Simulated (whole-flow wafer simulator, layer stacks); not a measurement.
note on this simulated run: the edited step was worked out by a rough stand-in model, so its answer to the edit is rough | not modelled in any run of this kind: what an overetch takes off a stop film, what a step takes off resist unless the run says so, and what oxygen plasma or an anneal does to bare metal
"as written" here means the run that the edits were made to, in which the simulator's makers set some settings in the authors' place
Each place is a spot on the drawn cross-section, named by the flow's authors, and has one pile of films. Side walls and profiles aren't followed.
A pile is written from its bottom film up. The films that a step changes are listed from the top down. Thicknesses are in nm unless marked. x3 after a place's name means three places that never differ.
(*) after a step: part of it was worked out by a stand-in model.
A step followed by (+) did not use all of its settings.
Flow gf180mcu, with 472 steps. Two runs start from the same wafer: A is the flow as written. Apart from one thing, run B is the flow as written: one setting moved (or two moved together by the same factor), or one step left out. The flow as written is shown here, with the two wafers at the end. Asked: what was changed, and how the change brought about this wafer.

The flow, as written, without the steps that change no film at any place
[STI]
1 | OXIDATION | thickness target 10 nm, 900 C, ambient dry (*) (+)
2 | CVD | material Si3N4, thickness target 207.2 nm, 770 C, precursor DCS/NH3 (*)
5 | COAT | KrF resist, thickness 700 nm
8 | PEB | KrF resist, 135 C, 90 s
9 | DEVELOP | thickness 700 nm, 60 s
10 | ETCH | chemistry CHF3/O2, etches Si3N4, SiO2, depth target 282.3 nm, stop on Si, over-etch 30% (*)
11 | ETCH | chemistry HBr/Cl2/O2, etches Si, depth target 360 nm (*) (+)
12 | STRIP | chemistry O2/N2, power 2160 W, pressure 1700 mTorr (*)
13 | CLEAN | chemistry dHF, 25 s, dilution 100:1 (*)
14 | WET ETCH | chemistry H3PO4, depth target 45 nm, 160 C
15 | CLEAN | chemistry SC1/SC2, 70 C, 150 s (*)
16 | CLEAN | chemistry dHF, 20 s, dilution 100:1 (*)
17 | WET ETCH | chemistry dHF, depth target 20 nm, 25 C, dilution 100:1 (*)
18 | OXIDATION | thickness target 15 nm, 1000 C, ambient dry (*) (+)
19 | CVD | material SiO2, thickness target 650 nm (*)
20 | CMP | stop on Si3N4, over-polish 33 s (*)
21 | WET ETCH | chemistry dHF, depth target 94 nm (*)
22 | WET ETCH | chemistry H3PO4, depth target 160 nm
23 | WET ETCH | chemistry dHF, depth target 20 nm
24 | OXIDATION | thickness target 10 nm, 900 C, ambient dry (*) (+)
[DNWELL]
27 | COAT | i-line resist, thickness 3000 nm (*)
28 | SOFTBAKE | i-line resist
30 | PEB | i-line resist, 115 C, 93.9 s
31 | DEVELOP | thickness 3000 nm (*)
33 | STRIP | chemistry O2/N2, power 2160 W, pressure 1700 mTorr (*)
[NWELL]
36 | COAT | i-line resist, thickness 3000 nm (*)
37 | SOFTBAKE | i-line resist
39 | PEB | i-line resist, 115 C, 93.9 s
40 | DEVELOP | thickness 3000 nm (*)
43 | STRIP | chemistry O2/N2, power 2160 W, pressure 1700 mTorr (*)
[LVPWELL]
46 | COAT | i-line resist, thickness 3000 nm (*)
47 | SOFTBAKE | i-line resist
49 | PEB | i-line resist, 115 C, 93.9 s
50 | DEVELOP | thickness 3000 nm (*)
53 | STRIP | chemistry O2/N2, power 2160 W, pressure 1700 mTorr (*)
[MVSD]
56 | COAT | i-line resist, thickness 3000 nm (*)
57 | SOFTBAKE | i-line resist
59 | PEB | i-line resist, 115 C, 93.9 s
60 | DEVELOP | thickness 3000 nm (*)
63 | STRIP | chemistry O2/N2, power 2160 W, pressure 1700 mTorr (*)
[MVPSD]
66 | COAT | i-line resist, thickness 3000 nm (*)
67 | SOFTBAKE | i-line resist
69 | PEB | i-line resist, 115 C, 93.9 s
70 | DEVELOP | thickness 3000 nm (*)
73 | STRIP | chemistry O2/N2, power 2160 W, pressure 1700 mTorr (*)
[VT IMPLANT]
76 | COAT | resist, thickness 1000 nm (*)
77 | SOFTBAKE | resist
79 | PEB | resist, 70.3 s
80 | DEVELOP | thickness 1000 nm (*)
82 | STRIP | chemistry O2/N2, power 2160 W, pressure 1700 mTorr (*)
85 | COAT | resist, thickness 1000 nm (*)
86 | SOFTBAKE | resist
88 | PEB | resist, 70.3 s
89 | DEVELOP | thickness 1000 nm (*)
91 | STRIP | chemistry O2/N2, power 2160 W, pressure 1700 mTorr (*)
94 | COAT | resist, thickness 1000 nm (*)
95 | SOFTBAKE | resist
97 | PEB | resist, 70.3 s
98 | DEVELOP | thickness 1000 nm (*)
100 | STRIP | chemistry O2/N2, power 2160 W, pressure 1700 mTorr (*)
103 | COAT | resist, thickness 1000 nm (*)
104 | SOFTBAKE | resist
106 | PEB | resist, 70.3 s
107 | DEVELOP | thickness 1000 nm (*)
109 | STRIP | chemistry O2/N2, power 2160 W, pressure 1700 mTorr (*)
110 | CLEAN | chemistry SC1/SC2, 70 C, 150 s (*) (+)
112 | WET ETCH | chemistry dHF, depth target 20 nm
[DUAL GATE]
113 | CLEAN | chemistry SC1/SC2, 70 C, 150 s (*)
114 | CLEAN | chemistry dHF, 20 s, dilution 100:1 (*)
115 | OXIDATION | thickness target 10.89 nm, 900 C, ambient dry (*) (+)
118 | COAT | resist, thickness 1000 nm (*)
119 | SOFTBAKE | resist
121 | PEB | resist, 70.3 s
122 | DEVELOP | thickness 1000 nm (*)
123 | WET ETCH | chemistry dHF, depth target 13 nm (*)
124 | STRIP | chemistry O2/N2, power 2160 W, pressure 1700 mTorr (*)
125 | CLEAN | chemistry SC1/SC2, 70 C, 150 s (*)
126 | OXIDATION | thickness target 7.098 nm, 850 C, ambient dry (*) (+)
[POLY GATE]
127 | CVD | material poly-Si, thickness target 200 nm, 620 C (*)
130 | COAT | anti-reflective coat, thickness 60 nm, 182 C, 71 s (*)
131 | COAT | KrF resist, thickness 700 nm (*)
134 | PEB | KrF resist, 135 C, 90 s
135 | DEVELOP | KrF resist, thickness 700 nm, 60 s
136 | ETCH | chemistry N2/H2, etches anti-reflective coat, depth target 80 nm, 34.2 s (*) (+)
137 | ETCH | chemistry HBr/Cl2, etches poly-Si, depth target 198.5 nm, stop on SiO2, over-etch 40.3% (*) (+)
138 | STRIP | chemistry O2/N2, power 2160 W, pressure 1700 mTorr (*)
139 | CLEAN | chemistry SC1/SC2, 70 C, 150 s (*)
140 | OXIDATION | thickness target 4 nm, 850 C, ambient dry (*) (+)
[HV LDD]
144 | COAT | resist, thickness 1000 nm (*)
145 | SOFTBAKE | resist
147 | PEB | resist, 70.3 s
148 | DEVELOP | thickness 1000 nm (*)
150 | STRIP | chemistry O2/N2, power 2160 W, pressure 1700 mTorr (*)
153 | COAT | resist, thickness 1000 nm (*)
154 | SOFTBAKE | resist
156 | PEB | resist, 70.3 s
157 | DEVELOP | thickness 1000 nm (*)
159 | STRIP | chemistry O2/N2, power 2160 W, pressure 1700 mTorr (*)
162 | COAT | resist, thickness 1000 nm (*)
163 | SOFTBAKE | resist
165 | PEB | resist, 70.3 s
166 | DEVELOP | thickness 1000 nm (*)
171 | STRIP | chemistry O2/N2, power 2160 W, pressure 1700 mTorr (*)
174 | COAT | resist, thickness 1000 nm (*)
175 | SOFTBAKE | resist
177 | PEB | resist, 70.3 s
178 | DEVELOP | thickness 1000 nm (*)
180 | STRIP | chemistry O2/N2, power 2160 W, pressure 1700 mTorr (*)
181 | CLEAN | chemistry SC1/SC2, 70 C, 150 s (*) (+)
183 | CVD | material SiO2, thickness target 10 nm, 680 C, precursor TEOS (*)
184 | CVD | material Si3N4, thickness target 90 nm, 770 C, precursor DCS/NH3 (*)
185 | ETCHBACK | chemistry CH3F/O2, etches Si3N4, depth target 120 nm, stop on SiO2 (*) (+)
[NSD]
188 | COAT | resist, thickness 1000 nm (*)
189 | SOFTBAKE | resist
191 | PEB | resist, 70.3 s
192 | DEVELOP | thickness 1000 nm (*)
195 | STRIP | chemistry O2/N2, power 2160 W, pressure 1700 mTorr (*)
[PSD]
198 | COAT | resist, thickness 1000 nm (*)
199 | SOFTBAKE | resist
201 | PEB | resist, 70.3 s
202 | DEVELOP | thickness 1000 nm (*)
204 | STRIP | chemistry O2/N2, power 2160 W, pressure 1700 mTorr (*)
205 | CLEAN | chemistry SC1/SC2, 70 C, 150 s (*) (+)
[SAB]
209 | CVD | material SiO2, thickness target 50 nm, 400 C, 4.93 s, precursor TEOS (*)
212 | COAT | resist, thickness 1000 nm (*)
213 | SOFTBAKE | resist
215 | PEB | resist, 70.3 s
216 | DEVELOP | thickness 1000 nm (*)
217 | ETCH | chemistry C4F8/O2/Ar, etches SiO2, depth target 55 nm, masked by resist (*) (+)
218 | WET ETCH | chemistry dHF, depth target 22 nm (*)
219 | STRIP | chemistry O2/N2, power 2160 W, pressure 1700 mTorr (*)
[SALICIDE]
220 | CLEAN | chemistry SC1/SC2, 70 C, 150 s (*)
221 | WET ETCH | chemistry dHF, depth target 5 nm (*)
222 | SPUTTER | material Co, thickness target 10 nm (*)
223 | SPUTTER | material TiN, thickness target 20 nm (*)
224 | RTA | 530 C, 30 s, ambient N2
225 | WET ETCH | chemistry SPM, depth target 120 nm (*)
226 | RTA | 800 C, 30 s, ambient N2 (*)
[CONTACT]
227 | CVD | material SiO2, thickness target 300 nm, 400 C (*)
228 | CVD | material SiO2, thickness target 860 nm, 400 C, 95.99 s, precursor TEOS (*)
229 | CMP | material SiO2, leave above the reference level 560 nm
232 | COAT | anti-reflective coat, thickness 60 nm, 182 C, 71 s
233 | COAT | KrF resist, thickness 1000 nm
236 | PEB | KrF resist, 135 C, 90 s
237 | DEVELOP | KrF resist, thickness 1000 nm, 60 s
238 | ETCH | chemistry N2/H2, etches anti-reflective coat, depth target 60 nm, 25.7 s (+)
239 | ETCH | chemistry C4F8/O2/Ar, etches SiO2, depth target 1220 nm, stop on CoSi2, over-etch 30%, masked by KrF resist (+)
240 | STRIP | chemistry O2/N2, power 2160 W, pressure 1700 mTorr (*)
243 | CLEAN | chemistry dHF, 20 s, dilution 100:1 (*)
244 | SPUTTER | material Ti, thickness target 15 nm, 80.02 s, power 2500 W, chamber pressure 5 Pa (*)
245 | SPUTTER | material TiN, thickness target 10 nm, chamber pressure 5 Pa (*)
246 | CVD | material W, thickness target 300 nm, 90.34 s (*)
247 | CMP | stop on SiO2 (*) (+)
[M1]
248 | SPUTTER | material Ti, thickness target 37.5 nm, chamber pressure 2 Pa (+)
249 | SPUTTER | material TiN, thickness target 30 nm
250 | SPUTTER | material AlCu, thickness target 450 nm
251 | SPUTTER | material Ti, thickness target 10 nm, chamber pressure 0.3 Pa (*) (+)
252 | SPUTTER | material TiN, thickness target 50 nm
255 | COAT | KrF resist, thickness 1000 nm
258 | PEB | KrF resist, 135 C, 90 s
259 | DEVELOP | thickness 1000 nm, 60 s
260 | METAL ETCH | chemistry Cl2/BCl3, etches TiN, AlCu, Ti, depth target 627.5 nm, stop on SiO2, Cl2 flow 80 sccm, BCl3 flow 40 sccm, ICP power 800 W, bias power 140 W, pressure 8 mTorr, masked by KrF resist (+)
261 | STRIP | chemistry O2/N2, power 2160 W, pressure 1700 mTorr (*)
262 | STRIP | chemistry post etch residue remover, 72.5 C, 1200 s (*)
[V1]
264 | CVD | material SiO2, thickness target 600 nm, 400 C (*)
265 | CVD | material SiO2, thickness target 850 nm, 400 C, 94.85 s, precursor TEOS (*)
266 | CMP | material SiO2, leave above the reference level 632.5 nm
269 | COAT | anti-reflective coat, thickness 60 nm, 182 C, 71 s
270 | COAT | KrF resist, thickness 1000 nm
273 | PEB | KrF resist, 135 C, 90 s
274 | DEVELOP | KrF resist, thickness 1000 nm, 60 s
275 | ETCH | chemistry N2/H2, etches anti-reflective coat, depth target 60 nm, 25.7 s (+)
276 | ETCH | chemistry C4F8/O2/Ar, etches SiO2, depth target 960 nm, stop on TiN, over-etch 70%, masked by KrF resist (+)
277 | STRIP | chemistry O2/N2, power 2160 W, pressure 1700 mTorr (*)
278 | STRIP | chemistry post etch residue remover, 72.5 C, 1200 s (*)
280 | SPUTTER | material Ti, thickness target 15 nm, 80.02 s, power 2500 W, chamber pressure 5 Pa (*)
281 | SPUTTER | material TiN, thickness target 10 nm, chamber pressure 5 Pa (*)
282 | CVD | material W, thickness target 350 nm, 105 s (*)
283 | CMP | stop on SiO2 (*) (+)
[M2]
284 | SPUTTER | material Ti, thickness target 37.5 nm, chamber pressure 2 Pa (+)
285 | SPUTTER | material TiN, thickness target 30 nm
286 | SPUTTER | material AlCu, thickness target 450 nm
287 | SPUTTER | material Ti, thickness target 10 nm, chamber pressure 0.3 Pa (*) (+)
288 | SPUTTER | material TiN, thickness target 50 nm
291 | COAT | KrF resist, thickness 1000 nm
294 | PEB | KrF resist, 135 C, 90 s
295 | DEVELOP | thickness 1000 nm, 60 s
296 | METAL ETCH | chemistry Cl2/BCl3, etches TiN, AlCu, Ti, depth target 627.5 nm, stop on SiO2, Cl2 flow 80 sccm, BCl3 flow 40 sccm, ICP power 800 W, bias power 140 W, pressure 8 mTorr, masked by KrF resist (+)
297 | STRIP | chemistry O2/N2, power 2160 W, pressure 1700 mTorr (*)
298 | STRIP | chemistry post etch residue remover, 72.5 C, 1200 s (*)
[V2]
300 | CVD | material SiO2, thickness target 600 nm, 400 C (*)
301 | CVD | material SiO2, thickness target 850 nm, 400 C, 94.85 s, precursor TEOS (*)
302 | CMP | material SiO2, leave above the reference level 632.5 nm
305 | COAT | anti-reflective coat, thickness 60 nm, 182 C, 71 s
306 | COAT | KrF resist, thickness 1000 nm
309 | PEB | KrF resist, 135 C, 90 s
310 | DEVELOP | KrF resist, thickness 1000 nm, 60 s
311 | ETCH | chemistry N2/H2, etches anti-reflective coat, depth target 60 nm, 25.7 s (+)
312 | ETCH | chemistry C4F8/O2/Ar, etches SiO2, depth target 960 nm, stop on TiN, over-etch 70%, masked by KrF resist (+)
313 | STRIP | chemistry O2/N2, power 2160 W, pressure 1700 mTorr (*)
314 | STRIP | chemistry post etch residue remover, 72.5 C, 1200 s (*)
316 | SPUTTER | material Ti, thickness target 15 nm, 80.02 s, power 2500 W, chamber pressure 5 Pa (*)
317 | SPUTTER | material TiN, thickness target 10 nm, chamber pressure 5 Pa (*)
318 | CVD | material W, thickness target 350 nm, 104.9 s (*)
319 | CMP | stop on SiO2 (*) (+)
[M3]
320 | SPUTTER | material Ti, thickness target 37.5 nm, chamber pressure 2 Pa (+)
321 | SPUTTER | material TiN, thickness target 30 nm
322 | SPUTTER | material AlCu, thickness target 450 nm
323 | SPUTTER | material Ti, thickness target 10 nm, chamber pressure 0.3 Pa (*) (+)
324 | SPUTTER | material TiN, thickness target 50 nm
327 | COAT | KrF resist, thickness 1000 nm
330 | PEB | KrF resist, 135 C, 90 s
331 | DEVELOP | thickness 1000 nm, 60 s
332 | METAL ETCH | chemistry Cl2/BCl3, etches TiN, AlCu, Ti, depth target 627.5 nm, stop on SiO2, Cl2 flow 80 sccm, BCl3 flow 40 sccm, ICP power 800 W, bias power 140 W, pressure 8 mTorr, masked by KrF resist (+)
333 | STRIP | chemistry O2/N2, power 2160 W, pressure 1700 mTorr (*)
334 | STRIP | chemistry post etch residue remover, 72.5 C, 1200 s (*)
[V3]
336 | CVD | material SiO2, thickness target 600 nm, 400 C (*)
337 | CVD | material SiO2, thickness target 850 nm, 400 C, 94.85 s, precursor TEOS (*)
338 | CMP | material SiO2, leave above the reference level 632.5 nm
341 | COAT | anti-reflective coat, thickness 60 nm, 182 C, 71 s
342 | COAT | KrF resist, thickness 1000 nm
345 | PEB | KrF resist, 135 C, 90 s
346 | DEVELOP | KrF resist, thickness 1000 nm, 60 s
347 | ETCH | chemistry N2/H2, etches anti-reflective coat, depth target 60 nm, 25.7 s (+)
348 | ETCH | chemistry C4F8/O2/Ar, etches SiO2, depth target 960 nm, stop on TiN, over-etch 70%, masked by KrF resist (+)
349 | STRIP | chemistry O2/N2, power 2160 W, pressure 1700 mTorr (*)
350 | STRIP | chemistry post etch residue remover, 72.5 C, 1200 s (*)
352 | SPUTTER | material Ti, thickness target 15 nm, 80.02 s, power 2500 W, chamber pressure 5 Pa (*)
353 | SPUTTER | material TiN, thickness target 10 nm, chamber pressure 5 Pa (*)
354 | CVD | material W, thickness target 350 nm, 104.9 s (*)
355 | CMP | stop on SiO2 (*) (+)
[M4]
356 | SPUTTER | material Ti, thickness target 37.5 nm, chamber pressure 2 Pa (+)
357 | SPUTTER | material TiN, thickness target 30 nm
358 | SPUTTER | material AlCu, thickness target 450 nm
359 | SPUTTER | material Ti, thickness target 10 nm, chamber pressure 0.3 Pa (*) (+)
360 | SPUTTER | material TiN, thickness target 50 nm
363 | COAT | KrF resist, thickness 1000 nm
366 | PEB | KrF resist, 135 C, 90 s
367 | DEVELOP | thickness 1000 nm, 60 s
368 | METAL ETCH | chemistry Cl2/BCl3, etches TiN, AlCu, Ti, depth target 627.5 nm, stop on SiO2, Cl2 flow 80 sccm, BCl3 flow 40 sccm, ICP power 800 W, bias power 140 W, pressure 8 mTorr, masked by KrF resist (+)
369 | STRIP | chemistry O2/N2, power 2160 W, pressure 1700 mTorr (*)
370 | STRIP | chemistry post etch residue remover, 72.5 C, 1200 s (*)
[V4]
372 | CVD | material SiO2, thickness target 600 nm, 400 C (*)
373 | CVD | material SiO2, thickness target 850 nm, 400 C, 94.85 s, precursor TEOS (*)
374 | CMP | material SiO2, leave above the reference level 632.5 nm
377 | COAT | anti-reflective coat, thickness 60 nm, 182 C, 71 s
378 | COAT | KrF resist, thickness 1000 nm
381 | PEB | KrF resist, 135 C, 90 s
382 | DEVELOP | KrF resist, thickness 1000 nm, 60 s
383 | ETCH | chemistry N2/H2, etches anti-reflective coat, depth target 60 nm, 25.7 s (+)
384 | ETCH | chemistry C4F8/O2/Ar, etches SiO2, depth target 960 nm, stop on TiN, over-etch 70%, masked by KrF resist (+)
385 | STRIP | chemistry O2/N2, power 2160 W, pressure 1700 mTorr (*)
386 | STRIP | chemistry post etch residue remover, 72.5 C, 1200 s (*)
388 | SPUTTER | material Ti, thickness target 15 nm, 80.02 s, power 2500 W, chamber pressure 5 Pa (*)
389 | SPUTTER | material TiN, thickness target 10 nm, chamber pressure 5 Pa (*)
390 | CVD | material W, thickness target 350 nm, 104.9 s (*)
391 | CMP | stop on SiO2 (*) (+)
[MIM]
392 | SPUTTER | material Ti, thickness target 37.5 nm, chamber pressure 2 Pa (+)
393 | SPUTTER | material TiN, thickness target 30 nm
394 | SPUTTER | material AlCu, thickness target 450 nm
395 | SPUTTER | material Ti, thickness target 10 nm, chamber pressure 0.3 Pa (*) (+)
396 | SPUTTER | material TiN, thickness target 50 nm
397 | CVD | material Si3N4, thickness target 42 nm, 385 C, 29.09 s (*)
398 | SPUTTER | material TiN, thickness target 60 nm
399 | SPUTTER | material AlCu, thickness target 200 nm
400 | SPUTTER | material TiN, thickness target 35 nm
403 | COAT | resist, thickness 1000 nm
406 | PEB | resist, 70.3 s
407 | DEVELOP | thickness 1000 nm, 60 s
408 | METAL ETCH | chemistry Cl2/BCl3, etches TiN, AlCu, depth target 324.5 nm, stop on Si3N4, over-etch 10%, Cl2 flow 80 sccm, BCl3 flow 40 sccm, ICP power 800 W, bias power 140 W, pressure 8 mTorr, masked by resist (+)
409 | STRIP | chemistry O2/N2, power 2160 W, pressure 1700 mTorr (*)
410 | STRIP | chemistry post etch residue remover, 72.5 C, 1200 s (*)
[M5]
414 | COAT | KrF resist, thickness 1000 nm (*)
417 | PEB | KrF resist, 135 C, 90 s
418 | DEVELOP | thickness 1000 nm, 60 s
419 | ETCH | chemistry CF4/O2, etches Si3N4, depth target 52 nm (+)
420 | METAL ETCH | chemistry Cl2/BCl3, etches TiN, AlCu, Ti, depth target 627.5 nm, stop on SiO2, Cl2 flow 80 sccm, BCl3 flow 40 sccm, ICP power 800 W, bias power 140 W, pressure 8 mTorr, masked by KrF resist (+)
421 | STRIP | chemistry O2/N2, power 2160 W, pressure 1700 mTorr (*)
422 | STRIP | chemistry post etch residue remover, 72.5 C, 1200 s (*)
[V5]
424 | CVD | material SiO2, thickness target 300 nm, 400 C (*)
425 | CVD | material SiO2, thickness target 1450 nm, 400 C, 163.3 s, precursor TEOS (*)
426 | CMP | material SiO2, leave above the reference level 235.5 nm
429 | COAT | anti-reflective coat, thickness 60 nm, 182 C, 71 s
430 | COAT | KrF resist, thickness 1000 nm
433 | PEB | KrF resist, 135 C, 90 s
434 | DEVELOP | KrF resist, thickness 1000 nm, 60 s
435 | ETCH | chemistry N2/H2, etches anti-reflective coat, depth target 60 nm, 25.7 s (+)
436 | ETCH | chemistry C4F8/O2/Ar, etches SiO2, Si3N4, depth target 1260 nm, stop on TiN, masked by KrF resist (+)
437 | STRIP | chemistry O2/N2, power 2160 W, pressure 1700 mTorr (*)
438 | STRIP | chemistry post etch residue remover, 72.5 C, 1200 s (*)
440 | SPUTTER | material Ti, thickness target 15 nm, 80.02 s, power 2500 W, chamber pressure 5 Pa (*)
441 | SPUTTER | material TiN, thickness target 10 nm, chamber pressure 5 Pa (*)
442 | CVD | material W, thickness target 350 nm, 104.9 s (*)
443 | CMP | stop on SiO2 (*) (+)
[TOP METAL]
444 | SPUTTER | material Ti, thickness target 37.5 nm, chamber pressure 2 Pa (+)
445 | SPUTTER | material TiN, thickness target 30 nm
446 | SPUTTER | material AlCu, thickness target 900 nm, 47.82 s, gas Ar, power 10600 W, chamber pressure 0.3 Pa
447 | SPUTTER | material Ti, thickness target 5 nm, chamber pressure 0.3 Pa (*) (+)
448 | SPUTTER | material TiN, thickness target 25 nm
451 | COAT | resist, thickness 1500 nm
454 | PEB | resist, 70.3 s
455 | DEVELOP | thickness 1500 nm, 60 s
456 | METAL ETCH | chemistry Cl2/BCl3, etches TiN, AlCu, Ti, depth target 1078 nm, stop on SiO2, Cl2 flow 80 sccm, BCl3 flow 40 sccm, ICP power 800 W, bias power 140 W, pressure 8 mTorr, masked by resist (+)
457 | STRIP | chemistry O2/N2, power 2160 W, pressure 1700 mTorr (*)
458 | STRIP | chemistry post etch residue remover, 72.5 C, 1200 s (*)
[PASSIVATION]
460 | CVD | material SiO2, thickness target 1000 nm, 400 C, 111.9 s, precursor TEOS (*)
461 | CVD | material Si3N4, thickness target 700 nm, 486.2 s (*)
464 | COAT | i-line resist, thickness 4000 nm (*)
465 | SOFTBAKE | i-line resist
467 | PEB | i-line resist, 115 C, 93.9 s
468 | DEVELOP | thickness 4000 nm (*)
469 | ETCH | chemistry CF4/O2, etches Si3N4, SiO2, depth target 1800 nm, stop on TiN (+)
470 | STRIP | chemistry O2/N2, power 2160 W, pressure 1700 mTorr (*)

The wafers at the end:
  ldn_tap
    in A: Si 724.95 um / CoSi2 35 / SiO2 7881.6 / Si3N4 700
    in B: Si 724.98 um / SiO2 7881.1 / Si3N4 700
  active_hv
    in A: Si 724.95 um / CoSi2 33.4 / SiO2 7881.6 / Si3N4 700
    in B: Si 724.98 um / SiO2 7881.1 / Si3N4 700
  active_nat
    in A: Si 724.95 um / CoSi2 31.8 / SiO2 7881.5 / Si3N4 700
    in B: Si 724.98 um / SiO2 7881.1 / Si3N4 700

The reason: step 115, OXIDATION: 990 C was run, whereas the flow has 900 C.

The path from the change to this, step by step:
  115 | OXIDATION | thickness target 10.89 nm, 900 C, ambient dry (*) (+)
      active, n_well, p_well and 40 more: A +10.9 SiO2 (new film), -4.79 Si | B +25.9 SiO2 (new film), -11.4 Si
      sti, mim_1p0, pad and 19 more: A +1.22 SiO2, -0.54 Si | B +3.9 SiO2, -1.72 Si
      (and at 27 other places as well)
  123 | WET ETCH | chemistry dHF, depth target 13 nm (*)
      active, n_well, p_well and 12 more: A -10.9 SiO2 (all of it) | B -13 SiO2
  124 | STRIP | chemistry O2/N2, power 2160 W, pressure 1700 mTorr (*)
      active, n_well, p_well and 12 more: A +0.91 chemical SiO2 (new film), -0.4 Si | B nothing
  126 | OXIDATION | thickness target 7.098 nm, 850 C, ambient dry (*) (+)
      active, n_well, p_well and 12 more: A +7.1 SiO2 (new film), -0.76 chemical SiO2 (all of it), -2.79 Si | B +3.88 SiO2, -1.71 Si
      gate_hv, active_hv, active_nat and 25 more: A +3.72 SiO2, -1.64 Si | B +3.04 SiO2, -1.34 Si
  130 | COAT | anti-reflective coat, thickness 60 nm, 182 C, 71 s (*)
      p_well, spacer, sd_n: A +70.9 anti-reflective coat (new film) | B +68.1 anti-reflective coat (new film)
      ldn_ch, ldp_ch: A +66.7 anti-reflective coat (new film) | B +64.4 anti-reflective coat (new film)
      (and at 56 other places as well)
  136 | ETCH | chemistry N2/H2, etches anti-reflective coat, depth target 80 nm, 34.2 s (*) (+)
      p_well, spacer, sd_n: A -70.9 anti-reflective coat (all of it), -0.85 poly-Si | B -68.1 anti-reflective coat (all of it), -0.92 poly-Si
      ldn_dft, ldp_dft: A -48.7 anti-reflective coat (all of it), -1.42 poly-Si | B -52 anti-reflective coat (all of it), -1.33 poly-Si
      (and at 40 other places as well)
  138 | STRIP | chemistry O2/N2, power 2160 W, pressure 1700 mTorr (*)
      ld_gate_n: A +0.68 chemical SiO2 (new film), -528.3 KrF resist (all of it), -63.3 anti-reflective coat (all of it), -0.3 poly-Si | B +0.68 chemical SiO2 (new film), -527.5 KrF resist (all of it), -61.6 anti-reflective coat (all of it), -0.3 poly-Si
      ld_acc_n: A +0.68 chemical SiO2 (new film), -527.5 KrF resist (all of it), -64.6 anti-reflective coat (all of it), -0.3 poly-Si | B +0.68 chemical SiO2 (new film), -527.2 KrF resist (all of it), -62.1 anti-reflective coat (all of it), -0.3 poly-Si
      (and at 14 other places as well)
  218 | WET ETCH | chemistry dHF, depth target 22 nm (*)
      ldn_tap, ldn_src, ldn_drn, ldp_tap, ldp_src, ldp_drn, ldp_gr: A -16 SiO2 (all of it) | B -22.5 SiO2
      ld_drn_n, ld_sd_p: A -14.8 SiO2 (all of it) | B -22.3 SiO2
      (and at 14 other places as well)
  219 | STRIP | chemistry O2/N2, power 2160 W, pressure 1700 mTorr (*)
      active_hv, active_nat, ld_sd_n and 11 more: A +0.91 chemical SiO2 (new film), -0.4 Si | B nothing
  221 | WET ETCH | chemistry dHF, depth target 5 nm (*)
      active_hv, active_nat, ld_sd_n and 11 more: A -0.76 chemical SiO2 (all of it) | B -2.51 SiO2
  224 | RTA | 530 C, 30 s, ambient N2
      ldn_tap, ldn_src, ldn_drn, ldp_tap, ldp_src, ldp_drn, ldp_gr: A under 1 film: +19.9 CoSi (new film), -10 Co (all of it), -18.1 Si | B nothing
      active_hv: A under 1 film: +19 CoSi (new film), -9.55 Co (all of it), -17.3 Si | B nothing
      (and at 6 other places as well)
  225 | WET ETCH | chemistry SPM, depth target 120 nm (*)
      ldn_tap, ldn_src, ldn_drn, ldp_tap, ldp_src, ldp_drn, ldp_gr: A -20 TiN (all of it) | B -20 TiN (all of it), -10 Co (all of it)
      active_hv: A -19 TiN (all of it) | B -19 TiN (all of it), -9.54 Co (all of it)
      (and at 6 other places as well)
  226 | RTA | 800 C, 30 s, ambient N2 (*)
      ldn_tap, ldn_src, ldn_drn, ldp_tap, ldp_src, ldp_drn, ldp_gr: A +35 CoSi2 (new film), -19.9 CoSi (all of it), -18.1 Si | B nothing
      active_hv: A +33.4 CoSi2 (new film), -19 CoSi (all of it), -17.3 Si | B nothing
      (and at 6 other places as well)
  227 | CVD | material SiO2, thickness target 300 nm, 400 C (*)
      active_hv, active_nat, ld_sd_n and 11 more: A +300 SiO2 (new film) | B +300 SiO2
  229 | CMP | material SiO2, leave above the reference level 560 nm
      gate_hv, gate_nat, ld_gate_n and 11 more: A -514.3 SiO2 | B -527.1 SiO2
      sti, mim_1p0, pad, dice_street, iso_nw_fld, iso_fld_sub: A -296.8 SiO2 | B -303.1 SiO2
      (and at 31 other places as well)
If metal films that touch count as one body, ldn_tap has 0 bodies; the flow as written gives 1 body.
If metal films that touch count as one body, active_hv has 0 bodies; the flow as written gives 1 body.
If metal films that touch count as one body, active_nat has 0 bodies; the flow as written gives 1 body.
